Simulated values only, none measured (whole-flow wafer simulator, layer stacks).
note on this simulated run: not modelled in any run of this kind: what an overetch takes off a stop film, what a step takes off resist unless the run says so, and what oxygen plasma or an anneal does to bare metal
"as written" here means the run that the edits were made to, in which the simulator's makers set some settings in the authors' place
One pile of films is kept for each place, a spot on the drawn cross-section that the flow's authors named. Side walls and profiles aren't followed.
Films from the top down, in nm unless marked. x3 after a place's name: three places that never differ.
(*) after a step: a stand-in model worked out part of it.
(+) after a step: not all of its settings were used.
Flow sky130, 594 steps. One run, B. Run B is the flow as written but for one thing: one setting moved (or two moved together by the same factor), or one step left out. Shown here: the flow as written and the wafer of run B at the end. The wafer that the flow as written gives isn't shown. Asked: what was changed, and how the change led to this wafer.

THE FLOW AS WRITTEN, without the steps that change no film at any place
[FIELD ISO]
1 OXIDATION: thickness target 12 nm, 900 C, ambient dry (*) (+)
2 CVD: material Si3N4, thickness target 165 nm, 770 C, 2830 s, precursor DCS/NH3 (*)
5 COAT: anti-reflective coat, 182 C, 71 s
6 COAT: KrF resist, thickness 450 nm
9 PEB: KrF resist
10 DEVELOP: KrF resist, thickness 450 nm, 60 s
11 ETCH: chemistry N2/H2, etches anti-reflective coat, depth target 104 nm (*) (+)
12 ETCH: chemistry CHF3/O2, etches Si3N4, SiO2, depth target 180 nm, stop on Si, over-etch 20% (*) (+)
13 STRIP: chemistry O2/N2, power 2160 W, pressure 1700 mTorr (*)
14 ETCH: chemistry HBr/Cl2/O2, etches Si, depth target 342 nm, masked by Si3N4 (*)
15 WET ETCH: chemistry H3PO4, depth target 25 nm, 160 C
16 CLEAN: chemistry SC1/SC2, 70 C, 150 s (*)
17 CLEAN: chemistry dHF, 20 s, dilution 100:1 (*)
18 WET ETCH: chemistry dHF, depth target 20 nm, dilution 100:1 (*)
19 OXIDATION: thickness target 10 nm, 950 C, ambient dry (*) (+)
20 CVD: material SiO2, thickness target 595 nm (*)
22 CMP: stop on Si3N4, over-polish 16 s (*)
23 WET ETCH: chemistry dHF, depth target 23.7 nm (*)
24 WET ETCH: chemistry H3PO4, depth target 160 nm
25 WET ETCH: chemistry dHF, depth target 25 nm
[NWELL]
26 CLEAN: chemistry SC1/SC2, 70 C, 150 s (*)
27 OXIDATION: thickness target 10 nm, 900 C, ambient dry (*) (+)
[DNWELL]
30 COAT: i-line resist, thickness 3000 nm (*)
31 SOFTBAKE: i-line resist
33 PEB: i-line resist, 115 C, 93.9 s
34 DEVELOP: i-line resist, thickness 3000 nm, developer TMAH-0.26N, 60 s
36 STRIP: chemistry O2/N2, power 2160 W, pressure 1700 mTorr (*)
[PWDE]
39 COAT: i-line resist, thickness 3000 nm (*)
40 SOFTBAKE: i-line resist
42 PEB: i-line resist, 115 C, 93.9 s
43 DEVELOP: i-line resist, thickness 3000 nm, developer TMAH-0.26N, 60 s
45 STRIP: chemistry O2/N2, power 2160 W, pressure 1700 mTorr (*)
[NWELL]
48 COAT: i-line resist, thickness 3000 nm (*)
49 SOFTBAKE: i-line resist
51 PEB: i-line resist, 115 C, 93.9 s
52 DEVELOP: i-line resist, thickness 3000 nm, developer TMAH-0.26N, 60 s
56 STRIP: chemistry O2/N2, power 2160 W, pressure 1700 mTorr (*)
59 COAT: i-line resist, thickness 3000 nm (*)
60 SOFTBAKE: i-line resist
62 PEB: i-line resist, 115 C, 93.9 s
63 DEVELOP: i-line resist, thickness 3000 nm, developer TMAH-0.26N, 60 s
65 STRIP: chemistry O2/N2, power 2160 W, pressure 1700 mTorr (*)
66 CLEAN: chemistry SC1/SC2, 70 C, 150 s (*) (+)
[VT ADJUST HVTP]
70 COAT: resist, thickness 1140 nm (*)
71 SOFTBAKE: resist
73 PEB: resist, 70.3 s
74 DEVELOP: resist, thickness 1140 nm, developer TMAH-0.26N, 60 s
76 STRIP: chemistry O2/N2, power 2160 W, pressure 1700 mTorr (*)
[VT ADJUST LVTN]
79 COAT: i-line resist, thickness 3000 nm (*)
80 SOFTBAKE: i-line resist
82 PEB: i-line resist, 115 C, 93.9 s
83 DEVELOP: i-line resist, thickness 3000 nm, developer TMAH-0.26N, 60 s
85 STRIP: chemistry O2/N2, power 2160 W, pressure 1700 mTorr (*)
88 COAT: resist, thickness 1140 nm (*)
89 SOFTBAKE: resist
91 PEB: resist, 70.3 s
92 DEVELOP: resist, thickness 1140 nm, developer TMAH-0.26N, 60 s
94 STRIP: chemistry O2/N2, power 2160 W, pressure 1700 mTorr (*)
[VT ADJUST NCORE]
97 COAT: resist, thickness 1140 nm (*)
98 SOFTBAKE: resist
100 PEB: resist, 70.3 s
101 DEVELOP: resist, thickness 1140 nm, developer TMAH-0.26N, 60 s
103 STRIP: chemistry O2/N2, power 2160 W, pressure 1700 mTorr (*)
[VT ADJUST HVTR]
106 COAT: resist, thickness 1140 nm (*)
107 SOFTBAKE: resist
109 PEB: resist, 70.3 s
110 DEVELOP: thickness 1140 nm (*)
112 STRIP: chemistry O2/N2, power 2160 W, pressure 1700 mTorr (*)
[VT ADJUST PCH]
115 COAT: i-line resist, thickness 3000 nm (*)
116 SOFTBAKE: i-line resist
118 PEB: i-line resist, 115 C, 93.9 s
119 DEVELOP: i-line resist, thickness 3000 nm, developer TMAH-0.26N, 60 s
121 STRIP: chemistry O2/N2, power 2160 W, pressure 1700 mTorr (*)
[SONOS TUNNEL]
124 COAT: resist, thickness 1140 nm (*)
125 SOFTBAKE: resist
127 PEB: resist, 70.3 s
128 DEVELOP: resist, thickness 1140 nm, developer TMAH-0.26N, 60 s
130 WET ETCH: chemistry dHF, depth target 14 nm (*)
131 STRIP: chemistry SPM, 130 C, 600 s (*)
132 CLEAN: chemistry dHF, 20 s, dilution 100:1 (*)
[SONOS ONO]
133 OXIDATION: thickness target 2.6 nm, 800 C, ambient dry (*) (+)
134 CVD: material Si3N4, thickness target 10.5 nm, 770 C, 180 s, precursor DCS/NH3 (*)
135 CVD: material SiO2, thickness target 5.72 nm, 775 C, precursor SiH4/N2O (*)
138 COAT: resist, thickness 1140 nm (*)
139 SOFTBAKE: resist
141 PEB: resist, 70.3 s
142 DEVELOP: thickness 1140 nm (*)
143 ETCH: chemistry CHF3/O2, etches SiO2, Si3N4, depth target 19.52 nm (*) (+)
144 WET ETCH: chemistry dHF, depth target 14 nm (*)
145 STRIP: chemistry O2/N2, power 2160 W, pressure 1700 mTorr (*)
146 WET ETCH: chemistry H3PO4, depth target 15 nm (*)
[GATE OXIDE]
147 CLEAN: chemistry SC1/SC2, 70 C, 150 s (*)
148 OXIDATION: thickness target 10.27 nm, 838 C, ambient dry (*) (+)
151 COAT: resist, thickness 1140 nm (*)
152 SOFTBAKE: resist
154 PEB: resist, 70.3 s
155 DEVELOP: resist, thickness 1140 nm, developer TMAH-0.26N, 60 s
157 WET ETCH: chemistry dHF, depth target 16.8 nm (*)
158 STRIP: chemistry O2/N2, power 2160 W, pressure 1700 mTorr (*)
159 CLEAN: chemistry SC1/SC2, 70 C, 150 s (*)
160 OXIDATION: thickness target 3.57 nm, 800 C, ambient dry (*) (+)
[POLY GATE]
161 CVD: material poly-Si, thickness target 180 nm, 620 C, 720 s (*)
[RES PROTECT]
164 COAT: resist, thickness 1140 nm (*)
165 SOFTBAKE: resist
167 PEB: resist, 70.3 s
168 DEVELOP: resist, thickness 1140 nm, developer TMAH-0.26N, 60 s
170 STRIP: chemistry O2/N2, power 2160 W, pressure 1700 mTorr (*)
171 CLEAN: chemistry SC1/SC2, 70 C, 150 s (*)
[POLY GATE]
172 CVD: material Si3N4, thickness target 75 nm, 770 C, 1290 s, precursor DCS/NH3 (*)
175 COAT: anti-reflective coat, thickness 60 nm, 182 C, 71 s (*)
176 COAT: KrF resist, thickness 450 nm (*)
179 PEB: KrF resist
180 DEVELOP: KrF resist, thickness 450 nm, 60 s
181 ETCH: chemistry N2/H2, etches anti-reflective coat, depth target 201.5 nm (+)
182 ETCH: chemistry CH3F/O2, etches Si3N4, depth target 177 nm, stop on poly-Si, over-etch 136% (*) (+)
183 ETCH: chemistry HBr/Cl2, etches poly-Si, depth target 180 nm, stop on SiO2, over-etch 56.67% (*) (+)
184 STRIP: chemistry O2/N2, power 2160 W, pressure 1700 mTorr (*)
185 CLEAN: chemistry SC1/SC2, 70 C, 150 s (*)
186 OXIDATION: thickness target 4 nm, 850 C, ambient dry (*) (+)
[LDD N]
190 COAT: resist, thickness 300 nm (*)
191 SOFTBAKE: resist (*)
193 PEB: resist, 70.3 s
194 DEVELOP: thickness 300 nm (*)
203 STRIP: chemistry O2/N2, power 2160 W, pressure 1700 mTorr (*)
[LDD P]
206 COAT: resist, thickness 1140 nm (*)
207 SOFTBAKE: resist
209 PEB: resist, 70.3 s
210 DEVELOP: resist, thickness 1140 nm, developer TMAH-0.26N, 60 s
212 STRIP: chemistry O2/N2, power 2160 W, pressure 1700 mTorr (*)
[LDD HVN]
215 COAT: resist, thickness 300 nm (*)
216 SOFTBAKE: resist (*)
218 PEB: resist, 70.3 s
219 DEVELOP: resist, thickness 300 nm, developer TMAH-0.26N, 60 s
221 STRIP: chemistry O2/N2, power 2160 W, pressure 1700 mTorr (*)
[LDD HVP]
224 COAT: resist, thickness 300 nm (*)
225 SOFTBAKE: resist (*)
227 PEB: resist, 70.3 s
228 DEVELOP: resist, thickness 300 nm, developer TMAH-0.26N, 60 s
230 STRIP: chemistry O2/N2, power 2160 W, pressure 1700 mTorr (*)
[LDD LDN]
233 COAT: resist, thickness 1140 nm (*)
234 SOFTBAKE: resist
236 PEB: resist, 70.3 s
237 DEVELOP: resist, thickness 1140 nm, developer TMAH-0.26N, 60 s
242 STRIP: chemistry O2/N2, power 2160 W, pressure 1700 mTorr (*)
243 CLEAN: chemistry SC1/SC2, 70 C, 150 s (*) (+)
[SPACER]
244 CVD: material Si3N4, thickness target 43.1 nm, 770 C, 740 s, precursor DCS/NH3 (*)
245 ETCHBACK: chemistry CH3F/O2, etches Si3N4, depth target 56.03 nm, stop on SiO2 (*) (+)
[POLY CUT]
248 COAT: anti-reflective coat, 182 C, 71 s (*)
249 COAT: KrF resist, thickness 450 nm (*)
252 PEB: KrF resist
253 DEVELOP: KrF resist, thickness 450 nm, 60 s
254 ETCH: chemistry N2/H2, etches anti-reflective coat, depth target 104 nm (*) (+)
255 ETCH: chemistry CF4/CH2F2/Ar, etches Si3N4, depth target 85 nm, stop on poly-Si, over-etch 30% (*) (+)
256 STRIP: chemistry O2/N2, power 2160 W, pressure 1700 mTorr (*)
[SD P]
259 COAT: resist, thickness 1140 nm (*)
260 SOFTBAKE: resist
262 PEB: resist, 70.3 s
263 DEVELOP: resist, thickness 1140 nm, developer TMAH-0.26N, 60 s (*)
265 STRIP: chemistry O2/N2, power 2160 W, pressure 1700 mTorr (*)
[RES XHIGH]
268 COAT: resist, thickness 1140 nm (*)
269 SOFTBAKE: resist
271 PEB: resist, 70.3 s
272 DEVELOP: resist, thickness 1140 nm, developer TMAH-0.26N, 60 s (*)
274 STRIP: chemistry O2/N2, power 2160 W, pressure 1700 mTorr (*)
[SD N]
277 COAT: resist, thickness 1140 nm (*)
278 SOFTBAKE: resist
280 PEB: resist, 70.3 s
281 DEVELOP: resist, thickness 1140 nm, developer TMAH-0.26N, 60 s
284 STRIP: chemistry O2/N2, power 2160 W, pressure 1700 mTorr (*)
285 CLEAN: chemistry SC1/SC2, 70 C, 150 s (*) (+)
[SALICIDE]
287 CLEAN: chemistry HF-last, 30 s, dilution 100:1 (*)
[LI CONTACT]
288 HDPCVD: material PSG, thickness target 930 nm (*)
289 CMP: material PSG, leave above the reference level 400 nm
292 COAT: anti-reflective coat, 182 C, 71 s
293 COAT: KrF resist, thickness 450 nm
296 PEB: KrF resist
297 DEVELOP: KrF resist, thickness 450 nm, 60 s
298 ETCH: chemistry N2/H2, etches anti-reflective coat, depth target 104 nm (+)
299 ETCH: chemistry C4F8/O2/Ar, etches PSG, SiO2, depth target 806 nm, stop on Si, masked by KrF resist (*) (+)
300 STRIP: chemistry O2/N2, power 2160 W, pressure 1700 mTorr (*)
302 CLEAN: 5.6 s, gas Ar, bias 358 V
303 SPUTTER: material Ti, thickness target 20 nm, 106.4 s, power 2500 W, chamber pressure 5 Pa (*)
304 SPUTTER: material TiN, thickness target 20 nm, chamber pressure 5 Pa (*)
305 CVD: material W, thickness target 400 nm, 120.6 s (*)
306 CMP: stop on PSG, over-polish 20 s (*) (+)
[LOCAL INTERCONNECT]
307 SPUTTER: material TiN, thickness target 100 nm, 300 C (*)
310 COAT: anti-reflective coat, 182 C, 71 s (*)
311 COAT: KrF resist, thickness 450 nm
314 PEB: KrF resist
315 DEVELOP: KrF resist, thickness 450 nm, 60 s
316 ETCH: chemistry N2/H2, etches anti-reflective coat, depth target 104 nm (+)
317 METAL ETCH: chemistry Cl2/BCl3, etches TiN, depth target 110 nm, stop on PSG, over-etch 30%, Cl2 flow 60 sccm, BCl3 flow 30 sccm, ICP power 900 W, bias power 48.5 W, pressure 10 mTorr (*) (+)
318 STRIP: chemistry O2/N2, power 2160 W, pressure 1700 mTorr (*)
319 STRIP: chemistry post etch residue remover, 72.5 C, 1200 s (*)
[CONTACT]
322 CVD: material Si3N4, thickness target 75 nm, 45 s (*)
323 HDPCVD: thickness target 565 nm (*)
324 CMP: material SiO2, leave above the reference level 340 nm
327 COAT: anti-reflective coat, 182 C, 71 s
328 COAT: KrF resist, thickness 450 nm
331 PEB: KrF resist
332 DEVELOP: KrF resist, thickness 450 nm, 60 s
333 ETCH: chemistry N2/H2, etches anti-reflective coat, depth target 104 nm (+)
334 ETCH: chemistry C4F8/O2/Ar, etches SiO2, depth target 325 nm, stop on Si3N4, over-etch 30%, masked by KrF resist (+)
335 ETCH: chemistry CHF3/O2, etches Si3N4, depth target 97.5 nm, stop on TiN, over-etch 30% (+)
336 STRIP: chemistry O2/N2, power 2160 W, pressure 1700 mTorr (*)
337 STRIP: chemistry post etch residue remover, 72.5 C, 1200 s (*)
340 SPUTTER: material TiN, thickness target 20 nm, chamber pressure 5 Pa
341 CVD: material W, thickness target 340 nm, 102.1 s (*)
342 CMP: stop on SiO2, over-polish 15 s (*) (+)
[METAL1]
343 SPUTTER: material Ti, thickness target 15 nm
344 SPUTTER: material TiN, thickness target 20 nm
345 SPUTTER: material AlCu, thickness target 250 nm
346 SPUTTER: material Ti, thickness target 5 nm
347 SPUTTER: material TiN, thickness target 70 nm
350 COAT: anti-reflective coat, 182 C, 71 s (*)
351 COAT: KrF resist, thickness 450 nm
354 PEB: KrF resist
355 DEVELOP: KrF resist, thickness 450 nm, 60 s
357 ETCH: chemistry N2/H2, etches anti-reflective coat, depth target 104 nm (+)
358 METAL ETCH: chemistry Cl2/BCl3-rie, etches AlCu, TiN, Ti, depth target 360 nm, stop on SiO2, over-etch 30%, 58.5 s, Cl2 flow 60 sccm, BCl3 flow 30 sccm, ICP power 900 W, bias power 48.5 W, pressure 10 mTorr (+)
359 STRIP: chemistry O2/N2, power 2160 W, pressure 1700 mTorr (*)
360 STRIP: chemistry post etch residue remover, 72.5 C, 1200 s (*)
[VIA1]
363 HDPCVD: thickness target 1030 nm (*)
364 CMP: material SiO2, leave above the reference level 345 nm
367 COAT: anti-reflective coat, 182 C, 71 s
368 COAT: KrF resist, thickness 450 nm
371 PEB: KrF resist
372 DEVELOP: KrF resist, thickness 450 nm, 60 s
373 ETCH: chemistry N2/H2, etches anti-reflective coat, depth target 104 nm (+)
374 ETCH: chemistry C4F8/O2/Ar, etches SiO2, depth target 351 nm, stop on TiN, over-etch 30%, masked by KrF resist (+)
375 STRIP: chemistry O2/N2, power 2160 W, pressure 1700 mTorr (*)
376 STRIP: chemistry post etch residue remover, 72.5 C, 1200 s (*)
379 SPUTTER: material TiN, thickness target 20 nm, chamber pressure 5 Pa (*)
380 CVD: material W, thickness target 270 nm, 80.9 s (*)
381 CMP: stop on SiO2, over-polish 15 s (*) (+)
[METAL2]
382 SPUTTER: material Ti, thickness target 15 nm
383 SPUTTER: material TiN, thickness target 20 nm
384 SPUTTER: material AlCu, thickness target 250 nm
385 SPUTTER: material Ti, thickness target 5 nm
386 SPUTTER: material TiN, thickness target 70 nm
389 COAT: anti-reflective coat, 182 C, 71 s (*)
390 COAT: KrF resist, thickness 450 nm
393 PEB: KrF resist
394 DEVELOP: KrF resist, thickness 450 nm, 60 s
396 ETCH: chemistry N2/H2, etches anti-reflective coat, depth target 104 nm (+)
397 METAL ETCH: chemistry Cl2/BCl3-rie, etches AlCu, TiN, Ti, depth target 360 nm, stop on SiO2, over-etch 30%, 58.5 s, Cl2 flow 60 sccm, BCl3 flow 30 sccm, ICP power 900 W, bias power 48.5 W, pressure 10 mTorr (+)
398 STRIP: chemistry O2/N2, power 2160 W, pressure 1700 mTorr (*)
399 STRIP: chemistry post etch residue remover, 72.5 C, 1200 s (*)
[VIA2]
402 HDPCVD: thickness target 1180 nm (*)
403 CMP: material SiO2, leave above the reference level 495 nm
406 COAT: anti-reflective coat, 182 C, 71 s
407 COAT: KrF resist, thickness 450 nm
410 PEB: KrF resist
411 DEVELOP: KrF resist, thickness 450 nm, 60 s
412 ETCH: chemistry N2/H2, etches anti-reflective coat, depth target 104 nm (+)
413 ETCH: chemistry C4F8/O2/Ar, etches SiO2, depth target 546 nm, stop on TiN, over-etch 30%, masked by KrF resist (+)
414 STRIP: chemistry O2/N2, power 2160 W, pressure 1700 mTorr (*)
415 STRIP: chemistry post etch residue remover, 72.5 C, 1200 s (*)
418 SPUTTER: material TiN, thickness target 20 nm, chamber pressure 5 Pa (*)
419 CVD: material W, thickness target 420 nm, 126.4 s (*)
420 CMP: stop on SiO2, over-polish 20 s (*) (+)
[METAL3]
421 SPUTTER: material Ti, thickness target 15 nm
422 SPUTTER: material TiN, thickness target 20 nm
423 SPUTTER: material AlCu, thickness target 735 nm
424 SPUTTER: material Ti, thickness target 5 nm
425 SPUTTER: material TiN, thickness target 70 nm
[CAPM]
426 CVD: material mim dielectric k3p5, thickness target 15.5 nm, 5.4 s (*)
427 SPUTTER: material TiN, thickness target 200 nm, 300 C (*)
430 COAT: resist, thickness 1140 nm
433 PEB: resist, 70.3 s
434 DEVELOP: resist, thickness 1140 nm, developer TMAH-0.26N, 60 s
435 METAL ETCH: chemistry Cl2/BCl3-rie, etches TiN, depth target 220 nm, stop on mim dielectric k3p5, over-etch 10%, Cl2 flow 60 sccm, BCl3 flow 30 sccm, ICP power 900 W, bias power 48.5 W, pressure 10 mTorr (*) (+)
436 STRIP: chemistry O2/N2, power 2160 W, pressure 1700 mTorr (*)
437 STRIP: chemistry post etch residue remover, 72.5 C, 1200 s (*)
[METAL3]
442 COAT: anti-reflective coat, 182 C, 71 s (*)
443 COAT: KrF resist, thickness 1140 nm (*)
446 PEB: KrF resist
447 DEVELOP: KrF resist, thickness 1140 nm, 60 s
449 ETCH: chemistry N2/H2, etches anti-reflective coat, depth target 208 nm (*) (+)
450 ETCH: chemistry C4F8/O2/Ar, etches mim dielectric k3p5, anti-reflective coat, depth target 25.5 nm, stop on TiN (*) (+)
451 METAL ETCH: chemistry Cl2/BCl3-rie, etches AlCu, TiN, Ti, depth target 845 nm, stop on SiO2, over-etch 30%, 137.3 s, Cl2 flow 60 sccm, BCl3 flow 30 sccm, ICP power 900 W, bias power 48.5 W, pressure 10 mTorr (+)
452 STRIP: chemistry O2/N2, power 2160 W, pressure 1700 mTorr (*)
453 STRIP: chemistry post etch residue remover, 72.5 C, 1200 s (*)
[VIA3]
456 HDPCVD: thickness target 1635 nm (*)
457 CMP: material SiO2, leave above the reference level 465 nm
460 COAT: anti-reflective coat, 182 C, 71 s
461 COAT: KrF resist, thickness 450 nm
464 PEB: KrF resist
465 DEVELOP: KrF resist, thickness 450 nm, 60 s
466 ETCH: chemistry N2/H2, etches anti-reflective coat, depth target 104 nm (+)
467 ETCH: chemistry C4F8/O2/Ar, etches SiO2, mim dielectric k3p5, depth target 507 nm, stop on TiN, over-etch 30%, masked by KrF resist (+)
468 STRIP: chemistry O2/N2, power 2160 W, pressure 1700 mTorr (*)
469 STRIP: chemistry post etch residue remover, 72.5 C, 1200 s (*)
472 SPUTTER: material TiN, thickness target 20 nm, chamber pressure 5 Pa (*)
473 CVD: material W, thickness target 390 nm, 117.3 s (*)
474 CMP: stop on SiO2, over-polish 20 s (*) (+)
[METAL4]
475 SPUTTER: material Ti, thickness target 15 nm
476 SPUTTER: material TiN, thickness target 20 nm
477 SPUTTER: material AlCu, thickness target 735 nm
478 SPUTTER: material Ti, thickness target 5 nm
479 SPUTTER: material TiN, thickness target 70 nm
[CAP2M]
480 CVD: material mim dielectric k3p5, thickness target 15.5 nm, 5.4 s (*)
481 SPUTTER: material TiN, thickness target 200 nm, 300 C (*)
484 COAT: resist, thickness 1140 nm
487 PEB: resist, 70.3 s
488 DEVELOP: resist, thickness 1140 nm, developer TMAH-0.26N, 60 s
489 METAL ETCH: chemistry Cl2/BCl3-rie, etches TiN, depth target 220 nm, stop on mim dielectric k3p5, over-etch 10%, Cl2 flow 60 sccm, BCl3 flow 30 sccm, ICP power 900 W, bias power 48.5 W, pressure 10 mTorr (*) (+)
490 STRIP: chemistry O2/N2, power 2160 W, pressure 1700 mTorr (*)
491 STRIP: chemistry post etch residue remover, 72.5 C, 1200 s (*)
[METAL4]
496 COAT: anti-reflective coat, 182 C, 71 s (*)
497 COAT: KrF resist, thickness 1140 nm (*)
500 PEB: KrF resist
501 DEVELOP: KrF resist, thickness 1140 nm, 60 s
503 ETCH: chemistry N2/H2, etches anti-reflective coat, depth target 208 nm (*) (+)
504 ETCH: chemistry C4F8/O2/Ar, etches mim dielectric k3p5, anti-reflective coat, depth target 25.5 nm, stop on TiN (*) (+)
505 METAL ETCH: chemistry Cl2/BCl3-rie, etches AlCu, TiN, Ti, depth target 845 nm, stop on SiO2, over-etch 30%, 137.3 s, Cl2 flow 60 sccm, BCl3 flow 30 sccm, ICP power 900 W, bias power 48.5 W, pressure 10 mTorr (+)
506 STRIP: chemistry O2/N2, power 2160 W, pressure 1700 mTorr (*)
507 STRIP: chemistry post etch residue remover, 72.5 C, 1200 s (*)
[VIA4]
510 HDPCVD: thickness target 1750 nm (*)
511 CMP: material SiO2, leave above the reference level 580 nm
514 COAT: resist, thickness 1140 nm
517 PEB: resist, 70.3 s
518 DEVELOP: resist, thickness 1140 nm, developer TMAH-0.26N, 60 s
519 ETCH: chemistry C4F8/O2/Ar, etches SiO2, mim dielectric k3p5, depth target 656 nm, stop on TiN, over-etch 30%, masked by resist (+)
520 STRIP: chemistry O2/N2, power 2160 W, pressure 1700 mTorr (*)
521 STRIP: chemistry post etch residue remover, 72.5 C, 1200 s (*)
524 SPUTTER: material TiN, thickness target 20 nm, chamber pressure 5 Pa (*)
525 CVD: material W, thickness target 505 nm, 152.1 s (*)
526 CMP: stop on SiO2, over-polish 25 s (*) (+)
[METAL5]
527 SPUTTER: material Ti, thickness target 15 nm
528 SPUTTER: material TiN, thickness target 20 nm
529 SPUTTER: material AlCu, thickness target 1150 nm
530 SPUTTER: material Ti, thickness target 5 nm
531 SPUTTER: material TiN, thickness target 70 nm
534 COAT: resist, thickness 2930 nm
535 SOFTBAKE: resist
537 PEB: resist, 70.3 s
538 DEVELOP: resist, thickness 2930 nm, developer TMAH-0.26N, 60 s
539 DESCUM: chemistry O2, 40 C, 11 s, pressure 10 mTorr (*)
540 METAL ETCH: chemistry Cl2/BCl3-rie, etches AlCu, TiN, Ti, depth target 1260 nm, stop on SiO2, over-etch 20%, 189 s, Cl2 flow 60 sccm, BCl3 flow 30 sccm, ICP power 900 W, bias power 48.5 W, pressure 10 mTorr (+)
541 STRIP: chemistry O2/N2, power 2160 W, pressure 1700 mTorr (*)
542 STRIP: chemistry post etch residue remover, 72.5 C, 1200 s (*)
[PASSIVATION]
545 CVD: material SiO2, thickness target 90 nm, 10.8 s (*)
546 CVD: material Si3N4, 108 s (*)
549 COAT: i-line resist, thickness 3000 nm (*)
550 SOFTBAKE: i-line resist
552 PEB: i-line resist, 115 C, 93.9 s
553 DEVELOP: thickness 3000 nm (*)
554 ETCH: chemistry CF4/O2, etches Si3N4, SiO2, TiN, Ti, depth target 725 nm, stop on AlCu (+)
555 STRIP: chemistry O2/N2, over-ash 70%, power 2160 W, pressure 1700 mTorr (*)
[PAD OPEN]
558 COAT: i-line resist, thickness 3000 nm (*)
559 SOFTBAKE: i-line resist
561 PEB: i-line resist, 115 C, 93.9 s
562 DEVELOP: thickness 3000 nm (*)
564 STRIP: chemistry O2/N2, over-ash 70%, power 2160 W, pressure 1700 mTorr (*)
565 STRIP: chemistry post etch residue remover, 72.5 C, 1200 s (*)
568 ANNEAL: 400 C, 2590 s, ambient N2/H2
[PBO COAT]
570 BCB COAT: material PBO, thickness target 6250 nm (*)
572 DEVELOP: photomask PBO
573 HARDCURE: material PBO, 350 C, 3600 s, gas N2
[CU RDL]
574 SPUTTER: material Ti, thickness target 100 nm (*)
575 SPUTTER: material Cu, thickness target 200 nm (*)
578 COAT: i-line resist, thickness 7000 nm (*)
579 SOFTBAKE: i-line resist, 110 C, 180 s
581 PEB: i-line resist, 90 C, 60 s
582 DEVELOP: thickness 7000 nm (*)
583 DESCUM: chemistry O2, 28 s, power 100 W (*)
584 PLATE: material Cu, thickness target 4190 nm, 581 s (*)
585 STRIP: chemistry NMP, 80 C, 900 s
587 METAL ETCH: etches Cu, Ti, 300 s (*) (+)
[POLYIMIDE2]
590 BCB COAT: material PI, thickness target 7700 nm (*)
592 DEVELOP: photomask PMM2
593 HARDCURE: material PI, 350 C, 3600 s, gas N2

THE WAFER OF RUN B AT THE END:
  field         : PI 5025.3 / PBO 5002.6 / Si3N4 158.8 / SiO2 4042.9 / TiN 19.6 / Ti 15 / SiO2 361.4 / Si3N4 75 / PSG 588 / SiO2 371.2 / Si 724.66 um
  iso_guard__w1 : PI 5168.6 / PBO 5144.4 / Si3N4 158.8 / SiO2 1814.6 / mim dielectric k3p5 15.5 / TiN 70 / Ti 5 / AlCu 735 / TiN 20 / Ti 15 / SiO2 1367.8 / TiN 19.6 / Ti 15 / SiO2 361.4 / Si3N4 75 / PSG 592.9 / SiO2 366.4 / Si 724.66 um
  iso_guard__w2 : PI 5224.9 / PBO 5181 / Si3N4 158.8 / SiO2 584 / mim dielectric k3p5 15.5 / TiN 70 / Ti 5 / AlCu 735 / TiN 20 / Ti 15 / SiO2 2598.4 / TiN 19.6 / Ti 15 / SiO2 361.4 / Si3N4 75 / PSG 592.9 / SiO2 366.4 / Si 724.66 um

The cause: step 358, METAL ETCH: depth target 248.4 nm was run, where the flow has depth target 360 nm; step 358, METAL ETCH: 40.4 s was run, where the flow has 58.5 s.

How the change led to this, step by step:
  358 METAL ETCH: chemistry Cl2/BCl3-rie, etches AlCu, TiN, Ti, depth target 360 nm, stop on SiO2, over-etch 30%, 58.5 s, Cl2 flow 60 sccm, BCl3 flow 30 sccm, ICP power 900 W, bias power 48.5 W, pressure 10 mTorr (+)
      field, active, gate and 81 more: TiN -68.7 (all of it), Ti -5 (all of it), AlCu -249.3 (as written it would be: TiN -68.7 (all of it), Ti -5 (all of it), AlCu -250 (all of it), TiN -20 (all of it), Ti -15 (all of it), SiO2 -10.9)
      n_well, p_well, gate_hv and 104 more: KrF resist -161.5 (as written it would be: KrF resist -234)
  359 STRIP: chemistry O2/N2, power 2160 W, pressure 1700 mTorr (*)
      n_well, p_well, gate_hv and 100 more: KrF resist -216.4 (all of it), anti-reflective coat -80 (all of it) (as written it would be: KrF resist -143.8 (all of it), anti-reflective coat -80 (all of it))
      poly_licon, ndiff_licon, ndiff_licon_cpp, rpo_hd_licon: KrF resist -216.4 (all of it), anti-reflective coat -80.5 (all of it) (as written it would be: KrF resist -143.9 (all of it), anti-reflective coat -80.5 (all of it))
  360 STRIP: chemistry post etch residue remover, 72.5 C, 1200 s (*)
      field, active, gate and 79 more: AlCu -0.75 (all of it), TiN -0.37 (as written it would be: nothing)
      rpo_hd, iso_guard_nsd_tip: AlCu -0.74 (all of it), TiN -0.37 (as written it would be: nothing)
  363 HDPCVD: thickness target 1030 nm (*)
      field, active, gate and 81 more: SiO2 +1030 (new film) (as written it would be: SiO2 +1030)
  364 CMP: material SiO2, leave above the reference level 345 nm
      field, active, gate and 81 more: SiO2 -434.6 (as written it would be: SiO2 -389.1)
Counting metal films that touch as one body, field has 1 body; the flow as written gives 0 bodies.
Counting metal films that touch as one body, iso_guard__w1 has 2 bodies (between them, from the top down: SiO2 1367.8); the flow as written gives 1 body.
Counting metal films that touch as one body, iso_guard__w2 has 2 bodies (between them, from the top down: SiO2 2598.4); the flow as written gives 1 body.
